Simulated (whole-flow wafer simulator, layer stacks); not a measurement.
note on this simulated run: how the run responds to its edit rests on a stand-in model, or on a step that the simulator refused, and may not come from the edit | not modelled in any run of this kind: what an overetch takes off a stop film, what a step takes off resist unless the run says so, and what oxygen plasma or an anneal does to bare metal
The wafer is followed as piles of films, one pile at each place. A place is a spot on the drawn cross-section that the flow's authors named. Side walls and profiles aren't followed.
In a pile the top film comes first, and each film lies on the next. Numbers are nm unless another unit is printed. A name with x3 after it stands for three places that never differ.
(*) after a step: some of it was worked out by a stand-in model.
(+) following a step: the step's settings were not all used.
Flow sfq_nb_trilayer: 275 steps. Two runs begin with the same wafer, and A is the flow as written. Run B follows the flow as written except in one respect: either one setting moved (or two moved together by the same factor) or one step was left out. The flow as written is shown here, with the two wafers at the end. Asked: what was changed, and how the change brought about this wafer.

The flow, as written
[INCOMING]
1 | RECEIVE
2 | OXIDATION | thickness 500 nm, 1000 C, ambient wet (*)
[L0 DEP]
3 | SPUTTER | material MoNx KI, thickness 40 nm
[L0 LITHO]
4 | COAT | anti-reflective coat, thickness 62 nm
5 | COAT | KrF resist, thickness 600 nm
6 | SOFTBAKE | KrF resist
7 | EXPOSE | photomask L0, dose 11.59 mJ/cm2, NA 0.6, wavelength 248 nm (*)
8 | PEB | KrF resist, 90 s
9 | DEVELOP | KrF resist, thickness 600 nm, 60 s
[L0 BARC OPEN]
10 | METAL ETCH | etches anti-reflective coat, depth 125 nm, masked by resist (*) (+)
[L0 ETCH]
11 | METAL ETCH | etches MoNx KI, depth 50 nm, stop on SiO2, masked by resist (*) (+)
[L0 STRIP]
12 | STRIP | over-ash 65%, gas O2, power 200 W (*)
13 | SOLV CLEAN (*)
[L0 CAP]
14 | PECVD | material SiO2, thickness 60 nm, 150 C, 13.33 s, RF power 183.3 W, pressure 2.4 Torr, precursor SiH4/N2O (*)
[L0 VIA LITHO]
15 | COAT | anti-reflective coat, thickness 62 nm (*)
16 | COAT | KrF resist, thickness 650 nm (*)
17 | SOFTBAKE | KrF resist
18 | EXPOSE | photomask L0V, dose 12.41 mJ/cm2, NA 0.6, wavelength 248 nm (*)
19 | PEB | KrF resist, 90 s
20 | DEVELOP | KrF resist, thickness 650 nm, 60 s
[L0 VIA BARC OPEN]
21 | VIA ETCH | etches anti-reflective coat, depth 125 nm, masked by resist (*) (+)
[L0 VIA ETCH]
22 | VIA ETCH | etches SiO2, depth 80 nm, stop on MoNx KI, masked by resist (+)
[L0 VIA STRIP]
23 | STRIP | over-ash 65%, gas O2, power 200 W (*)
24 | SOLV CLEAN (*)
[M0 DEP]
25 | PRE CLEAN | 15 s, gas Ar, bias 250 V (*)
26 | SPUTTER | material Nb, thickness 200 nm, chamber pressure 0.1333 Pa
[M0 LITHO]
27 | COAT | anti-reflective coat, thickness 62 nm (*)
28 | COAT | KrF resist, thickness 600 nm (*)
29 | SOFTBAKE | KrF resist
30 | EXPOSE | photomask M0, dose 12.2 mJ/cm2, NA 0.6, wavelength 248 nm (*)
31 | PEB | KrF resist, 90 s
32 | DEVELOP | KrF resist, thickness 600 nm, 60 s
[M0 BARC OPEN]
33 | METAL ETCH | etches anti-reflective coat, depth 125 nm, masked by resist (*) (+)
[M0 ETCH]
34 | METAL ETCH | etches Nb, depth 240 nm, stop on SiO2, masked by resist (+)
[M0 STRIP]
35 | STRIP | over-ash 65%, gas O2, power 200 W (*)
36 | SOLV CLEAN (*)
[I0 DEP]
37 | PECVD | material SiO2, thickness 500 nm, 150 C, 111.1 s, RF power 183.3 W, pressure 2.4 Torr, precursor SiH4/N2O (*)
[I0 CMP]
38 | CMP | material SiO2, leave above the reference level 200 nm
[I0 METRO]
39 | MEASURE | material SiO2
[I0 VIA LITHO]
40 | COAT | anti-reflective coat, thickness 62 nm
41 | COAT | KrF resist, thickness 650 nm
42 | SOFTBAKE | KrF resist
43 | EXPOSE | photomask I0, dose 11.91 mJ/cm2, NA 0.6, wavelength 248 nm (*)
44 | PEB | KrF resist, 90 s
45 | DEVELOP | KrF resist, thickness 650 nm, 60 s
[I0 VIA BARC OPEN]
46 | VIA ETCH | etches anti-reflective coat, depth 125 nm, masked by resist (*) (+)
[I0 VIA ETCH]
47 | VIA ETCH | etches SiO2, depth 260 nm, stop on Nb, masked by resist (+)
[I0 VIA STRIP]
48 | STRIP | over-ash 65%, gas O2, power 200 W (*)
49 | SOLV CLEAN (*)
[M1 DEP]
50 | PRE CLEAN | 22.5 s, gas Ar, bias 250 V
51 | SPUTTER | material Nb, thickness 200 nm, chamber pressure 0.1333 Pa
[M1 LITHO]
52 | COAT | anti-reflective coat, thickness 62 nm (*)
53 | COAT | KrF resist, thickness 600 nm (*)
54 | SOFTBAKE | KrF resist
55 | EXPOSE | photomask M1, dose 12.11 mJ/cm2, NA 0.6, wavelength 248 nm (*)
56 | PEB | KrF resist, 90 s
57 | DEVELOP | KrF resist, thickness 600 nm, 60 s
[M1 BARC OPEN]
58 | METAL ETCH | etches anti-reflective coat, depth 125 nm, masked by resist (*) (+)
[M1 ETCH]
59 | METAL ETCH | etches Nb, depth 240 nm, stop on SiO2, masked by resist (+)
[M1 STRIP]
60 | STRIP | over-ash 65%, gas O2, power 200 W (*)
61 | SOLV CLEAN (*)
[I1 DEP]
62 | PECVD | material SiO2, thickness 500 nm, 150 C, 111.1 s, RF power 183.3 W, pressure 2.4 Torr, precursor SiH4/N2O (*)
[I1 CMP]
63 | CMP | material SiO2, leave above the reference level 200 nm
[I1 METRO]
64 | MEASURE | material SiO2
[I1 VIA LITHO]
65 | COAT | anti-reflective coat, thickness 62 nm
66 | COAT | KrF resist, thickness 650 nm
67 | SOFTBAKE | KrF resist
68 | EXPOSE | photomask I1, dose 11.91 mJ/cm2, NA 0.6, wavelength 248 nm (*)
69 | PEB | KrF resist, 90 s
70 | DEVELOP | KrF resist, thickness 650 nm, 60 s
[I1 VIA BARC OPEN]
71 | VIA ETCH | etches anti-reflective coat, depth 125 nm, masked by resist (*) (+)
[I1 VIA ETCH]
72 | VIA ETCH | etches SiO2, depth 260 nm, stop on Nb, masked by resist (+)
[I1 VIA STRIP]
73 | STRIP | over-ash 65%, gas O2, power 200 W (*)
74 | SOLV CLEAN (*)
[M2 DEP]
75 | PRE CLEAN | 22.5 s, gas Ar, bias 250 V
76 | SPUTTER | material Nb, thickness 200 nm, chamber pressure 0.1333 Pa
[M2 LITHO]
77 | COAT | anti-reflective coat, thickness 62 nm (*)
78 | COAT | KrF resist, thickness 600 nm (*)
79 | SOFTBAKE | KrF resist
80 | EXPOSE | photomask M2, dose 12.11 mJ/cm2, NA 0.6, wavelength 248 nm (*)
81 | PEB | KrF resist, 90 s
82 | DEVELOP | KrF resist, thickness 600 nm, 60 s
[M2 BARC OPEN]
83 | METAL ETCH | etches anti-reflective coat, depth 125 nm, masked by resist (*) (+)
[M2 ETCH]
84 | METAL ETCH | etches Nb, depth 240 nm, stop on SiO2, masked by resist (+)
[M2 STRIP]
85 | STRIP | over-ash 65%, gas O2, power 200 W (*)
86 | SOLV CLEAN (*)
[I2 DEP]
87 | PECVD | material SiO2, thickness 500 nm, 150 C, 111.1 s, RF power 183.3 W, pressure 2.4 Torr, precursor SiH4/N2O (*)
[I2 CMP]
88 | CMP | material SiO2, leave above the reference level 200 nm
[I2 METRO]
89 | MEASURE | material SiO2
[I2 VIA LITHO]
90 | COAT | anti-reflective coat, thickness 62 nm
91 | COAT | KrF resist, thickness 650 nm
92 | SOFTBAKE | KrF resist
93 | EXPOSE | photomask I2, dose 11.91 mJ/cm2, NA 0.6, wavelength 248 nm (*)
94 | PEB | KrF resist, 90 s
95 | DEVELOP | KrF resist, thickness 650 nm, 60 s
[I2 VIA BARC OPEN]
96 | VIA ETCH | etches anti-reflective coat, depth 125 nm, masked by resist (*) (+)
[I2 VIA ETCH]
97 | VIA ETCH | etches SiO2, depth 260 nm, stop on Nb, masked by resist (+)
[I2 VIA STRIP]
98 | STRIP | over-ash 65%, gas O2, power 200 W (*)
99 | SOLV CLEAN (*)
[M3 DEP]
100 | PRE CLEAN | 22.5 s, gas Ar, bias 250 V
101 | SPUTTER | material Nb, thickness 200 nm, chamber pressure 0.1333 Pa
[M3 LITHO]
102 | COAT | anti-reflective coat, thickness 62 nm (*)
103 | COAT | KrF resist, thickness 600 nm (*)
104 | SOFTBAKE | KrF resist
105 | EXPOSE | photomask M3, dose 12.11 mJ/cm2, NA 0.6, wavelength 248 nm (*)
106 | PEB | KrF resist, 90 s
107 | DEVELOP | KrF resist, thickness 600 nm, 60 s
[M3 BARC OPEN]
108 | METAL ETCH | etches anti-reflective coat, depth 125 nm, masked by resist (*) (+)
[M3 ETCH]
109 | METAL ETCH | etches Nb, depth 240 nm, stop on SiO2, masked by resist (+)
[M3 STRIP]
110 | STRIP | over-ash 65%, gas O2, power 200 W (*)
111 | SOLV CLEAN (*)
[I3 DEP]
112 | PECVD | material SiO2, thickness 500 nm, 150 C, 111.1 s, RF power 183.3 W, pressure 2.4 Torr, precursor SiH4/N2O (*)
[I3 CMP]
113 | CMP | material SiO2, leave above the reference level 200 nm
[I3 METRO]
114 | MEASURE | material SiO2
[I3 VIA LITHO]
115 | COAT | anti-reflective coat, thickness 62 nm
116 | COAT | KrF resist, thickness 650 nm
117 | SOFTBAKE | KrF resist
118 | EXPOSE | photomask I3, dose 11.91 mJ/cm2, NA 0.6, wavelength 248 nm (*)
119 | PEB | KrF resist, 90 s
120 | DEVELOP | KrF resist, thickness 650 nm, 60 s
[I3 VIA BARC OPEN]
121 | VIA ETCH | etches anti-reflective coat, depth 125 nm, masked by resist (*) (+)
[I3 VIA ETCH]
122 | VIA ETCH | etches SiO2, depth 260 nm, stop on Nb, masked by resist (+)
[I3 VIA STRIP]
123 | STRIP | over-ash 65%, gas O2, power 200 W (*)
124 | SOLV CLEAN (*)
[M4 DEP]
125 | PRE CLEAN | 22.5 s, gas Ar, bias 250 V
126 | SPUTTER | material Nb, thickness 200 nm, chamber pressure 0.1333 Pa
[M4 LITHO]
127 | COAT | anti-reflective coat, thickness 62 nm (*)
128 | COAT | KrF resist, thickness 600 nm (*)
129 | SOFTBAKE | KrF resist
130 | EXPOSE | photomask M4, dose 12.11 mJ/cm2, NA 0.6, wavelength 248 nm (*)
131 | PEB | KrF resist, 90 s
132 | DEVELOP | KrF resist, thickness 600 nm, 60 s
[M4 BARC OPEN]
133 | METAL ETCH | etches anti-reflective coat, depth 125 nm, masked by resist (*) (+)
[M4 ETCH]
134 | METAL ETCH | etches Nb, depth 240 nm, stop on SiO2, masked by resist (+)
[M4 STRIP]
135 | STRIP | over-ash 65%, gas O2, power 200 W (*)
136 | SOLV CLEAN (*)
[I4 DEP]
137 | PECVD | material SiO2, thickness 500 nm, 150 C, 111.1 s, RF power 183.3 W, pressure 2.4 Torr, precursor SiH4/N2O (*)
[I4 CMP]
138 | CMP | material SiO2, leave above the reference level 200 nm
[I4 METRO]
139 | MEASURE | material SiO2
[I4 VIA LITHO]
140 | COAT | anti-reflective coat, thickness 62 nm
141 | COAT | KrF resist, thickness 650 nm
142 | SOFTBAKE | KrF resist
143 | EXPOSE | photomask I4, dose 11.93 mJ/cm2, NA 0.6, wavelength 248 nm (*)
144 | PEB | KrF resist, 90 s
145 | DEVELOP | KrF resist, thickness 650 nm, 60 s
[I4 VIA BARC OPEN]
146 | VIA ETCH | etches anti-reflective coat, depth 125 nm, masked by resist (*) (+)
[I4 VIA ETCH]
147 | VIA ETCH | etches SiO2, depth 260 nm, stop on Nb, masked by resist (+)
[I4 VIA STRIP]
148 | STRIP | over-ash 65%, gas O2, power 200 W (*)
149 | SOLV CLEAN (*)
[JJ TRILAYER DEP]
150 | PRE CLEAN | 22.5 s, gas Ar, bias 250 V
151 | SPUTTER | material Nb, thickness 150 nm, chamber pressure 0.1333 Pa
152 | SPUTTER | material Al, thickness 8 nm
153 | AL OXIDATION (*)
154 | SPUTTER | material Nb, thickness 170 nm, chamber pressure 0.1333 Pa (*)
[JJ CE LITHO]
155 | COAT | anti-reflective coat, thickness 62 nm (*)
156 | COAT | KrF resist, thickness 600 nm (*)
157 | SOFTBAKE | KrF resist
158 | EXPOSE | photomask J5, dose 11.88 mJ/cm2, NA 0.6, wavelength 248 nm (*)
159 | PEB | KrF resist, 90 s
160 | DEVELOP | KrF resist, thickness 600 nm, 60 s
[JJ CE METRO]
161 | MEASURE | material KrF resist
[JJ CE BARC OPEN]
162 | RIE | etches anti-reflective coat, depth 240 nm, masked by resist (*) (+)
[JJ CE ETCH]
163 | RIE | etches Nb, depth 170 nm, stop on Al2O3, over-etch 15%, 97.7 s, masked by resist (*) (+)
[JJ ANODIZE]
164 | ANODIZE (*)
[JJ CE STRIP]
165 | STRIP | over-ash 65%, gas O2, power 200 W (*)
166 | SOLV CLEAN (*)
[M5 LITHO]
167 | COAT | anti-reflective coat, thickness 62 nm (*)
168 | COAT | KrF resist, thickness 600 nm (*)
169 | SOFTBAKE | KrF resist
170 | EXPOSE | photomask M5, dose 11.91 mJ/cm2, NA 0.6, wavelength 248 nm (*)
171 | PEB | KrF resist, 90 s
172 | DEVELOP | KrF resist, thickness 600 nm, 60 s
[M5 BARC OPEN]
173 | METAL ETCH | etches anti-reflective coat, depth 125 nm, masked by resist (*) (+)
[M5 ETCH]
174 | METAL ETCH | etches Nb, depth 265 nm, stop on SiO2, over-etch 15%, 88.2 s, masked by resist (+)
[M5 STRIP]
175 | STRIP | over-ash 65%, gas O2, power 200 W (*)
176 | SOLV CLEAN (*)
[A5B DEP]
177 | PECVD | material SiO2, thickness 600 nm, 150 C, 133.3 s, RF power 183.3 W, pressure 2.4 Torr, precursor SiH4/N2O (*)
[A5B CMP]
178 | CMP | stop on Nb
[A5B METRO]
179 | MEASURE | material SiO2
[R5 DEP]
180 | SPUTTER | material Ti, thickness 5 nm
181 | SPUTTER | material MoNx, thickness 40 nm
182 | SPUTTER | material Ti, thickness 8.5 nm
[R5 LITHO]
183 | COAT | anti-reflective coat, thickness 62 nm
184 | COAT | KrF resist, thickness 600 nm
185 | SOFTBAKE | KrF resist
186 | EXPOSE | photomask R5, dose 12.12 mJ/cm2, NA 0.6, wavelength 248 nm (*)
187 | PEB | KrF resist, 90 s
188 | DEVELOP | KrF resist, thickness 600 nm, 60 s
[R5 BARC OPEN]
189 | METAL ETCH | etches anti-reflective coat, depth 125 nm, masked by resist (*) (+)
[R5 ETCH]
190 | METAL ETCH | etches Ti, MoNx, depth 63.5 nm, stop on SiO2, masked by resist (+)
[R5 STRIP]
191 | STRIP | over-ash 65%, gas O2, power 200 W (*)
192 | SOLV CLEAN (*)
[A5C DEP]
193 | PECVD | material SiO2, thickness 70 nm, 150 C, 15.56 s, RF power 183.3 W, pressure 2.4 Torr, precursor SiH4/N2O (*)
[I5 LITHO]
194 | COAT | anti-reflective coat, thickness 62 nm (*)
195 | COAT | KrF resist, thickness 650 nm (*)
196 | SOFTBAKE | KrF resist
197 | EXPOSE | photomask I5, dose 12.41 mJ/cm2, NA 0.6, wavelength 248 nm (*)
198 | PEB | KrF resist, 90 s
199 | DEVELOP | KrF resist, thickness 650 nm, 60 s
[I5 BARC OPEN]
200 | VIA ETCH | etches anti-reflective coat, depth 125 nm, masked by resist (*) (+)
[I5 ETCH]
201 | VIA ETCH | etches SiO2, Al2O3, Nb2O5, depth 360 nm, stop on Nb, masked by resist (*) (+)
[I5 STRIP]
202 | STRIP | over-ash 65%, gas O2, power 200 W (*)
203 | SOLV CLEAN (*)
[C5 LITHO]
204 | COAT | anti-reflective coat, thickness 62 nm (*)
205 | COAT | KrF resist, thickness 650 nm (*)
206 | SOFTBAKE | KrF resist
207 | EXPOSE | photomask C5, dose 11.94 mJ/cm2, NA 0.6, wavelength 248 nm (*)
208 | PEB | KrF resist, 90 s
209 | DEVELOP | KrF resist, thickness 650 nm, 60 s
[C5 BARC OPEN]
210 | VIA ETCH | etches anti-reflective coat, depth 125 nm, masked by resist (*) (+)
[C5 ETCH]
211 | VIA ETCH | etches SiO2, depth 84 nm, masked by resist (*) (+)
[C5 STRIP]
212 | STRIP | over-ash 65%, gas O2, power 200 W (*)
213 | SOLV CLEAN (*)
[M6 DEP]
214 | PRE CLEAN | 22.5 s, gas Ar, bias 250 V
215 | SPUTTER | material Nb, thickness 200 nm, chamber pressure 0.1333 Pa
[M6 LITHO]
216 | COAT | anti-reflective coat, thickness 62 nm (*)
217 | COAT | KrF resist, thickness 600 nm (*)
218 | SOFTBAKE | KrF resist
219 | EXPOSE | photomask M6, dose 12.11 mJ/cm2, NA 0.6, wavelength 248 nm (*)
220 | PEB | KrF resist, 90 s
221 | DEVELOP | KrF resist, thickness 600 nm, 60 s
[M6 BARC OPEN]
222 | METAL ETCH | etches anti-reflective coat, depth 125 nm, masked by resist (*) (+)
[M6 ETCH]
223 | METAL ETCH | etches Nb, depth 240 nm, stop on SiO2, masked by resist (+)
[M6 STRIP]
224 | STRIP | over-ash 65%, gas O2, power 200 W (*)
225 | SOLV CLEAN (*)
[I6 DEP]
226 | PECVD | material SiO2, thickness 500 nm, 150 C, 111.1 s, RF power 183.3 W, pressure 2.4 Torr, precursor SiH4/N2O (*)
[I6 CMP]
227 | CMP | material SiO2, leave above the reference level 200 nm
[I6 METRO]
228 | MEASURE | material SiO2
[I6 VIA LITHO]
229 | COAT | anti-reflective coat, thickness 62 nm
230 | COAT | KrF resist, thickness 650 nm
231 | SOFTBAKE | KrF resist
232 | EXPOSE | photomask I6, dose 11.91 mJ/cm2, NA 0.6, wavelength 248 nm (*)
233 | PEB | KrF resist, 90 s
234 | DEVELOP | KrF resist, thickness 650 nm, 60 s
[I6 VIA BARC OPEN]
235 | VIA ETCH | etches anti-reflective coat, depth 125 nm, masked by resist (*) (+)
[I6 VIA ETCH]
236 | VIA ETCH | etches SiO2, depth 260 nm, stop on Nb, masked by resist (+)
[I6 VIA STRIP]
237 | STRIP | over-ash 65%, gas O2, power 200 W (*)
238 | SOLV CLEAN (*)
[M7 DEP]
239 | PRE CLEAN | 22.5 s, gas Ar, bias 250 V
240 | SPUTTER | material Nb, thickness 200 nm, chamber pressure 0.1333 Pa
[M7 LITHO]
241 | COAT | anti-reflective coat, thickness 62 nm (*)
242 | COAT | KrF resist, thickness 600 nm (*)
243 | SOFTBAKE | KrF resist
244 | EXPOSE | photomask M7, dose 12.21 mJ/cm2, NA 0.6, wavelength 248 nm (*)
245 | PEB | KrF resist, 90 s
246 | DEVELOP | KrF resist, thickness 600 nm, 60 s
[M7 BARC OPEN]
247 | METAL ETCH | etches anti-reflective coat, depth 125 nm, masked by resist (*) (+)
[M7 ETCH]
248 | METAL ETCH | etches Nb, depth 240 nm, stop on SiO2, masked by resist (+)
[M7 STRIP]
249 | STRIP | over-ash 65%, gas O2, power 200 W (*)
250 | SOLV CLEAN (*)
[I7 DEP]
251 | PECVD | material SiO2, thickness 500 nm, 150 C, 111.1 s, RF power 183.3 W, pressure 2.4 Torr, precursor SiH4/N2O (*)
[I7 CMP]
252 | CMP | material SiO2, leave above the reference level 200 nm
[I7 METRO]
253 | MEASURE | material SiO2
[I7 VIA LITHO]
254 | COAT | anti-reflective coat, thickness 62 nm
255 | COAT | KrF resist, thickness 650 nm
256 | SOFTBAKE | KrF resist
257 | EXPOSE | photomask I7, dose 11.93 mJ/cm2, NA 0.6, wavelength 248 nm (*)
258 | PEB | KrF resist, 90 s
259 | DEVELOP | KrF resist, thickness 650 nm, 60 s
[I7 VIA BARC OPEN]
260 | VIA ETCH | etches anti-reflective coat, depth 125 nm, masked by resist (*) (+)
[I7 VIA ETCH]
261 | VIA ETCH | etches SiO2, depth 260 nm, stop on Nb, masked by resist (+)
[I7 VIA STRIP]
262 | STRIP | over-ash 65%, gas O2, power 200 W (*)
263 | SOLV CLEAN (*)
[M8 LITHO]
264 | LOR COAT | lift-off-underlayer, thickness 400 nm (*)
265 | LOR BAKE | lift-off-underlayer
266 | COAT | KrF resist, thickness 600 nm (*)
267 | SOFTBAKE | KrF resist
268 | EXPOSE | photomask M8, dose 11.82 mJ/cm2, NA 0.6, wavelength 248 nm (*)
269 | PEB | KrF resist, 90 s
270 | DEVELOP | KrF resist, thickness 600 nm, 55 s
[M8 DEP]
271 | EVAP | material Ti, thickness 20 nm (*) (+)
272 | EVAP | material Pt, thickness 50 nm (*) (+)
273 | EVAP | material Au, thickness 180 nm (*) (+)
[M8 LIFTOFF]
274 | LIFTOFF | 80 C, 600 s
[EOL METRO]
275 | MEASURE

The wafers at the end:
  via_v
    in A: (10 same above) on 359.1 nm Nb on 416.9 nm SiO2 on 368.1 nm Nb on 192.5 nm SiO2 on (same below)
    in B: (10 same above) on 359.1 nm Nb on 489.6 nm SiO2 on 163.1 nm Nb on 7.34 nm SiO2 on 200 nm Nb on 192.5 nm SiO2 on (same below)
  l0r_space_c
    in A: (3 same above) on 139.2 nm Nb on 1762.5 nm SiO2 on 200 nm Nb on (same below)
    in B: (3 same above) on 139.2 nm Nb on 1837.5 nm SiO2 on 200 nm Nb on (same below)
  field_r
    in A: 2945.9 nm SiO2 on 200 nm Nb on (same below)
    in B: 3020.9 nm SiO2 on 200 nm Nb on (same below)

The reason: step 63, CMP: leave above the reference level 275 nm was run, while the flow as written has leave above the reference level 200 nm.

The path from the change to this, step by step:
  63 | CMP | material SiO2, leave above the reference level 200 nm
      field_l, be, be_sur and 72 more: A SiO2 loses 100 | B SiO2 loses 25
      v_sur, via_wl, via_wr and 20 more: A SiO2 loses 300 | B SiO2 loses 225
      (also at 8 further places)
  72 | VIA ETCH | etches SiO2, depth 260 nm, stop on Nb, masked by resist (+)
      via_v: A SiO2 loses 199.8 (all of it) | B SiO2 loses 260
  75 | PRE CLEAN | 22.5 s, gas Ar, bias 250 V
      via_v: A Nb loses 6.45 | B SiO2 loses 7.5
  76 | SPUTTER | material Nb, thickness 200 nm, chamber pressure 0.1333 Pa
      via_v: A Nb gains 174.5 | B Nb gains 163.1 (new film)
  77 | COAT | anti-reflective coat, thickness 62 nm (*)
      via_sp: A anti-reflective coat gains 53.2 (new film) | B anti-reflective coat gains 51.9 (new film)
      via_v: A anti-reflective coat gains 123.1 (new film) | B anti-reflective coat gains 136.1 (new film)
      (also at 1 further place)
  78 | COAT | KrF resist, thickness 600 nm (*)
      via_v: A KrF resist gains 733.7 (new film) | B KrF resist gains 783.4 (new film)
  85 | STRIP | over-ash 65%, gas O2, power 200 W (*)
      via_sp: A KrF resist loses 374.4 (all of it), anti-reflective coat loses 53.2 (all of it) | B KrF resist loses 370.4 (all of it), anti-reflective coat loses 51.9 (all of it)
      via_v: A KrF resist loses 515.8 (all of it), anti-reflective coat loses 123.1 (all of it) | B KrF resist loses 565.3 (all of it), anti-reflective coat loses 136.1 (all of it)
      (also at 1 further place)
  87 | PECVD | material SiO2, thickness 500 nm, 150 C, 111.1 s, RF power 183.3 W, pressure 2.4 Torr, precursor SiH4/N2O (*)
      via_v: A SiO2 gains 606 (new film) | B SiO2 gains 678.7 (new film)
If metal films that touch count as one body, via_v has 7 bodies (between them, from the top down: SiO2 437.8; SiO2 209 / Al2O3 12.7 / Nb2O5 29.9; SiO2 425.9; SiO2 489.6; SiO2 7.34; SiO2 192.5); the flow as written gives 6 bodies (between them, from the top down: SiO2 437.8; SiO2 209 / Al2O3 12.7 / Nb2O5 29.9; SiO2 425.9; SiO2 416.9; SiO2 192.5).
